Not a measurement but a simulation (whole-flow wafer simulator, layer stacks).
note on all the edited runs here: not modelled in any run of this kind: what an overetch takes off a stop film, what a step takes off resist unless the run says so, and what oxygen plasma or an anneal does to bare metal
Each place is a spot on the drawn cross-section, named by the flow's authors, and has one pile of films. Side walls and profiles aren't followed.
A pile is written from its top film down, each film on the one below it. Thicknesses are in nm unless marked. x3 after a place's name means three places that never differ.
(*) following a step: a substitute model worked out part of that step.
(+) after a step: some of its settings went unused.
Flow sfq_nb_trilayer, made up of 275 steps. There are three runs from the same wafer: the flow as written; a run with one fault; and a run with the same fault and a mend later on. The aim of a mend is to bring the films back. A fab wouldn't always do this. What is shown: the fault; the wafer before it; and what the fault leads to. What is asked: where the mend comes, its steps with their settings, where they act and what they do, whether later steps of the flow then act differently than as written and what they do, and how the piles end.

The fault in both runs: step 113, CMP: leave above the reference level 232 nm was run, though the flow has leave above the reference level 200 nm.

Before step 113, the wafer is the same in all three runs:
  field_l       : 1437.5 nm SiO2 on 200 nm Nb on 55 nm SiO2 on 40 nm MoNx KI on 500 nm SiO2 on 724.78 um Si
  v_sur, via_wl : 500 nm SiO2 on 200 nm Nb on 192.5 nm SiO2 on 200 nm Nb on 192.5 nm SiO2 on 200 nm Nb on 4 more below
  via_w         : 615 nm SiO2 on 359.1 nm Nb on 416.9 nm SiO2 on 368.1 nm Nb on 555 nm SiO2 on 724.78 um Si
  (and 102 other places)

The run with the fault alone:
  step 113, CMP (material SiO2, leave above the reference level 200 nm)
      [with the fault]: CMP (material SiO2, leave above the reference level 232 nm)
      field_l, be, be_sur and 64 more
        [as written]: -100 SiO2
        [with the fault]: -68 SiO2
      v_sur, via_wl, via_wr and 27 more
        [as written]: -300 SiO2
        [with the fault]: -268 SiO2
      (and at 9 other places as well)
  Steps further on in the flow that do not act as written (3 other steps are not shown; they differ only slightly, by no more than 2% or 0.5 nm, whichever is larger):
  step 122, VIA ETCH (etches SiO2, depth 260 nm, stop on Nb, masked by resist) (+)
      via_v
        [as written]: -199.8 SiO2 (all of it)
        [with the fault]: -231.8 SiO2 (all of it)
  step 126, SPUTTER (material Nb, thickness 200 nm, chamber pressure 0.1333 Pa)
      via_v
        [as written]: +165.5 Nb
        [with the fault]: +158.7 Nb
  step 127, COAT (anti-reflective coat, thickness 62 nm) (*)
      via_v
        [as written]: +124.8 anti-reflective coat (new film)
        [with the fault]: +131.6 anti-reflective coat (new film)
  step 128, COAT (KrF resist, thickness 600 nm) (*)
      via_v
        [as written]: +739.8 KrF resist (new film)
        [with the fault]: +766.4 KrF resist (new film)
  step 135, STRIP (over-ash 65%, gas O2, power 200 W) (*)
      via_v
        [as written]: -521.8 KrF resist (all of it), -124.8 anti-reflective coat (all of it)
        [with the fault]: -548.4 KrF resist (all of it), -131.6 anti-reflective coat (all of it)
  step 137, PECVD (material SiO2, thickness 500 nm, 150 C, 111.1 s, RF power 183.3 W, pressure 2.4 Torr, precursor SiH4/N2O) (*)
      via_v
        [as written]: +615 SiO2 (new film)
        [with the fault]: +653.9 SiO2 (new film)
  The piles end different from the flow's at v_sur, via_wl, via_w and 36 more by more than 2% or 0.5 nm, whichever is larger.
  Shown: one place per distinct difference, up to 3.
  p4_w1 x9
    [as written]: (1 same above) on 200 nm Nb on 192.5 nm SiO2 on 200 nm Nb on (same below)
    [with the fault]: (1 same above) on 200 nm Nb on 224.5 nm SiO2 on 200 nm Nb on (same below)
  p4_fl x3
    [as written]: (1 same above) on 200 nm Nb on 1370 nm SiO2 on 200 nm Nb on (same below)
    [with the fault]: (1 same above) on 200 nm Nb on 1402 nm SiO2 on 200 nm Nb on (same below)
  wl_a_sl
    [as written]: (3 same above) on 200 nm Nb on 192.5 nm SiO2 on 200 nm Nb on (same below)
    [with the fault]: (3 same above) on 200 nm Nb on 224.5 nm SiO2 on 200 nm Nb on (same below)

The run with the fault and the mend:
  The mend stands after step 114.
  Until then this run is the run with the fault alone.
  step 114a, CMP (material SiO2, leave above the reference level 200 nm) (the flow's step 113 again)
      field_l, v_sur, via_wl and 103 more
        -32 SiO2
  None of the later steps of the flow acts differently than as written at any place that is followed.
  By the end, the piles equal the flow's at every place that both follow.
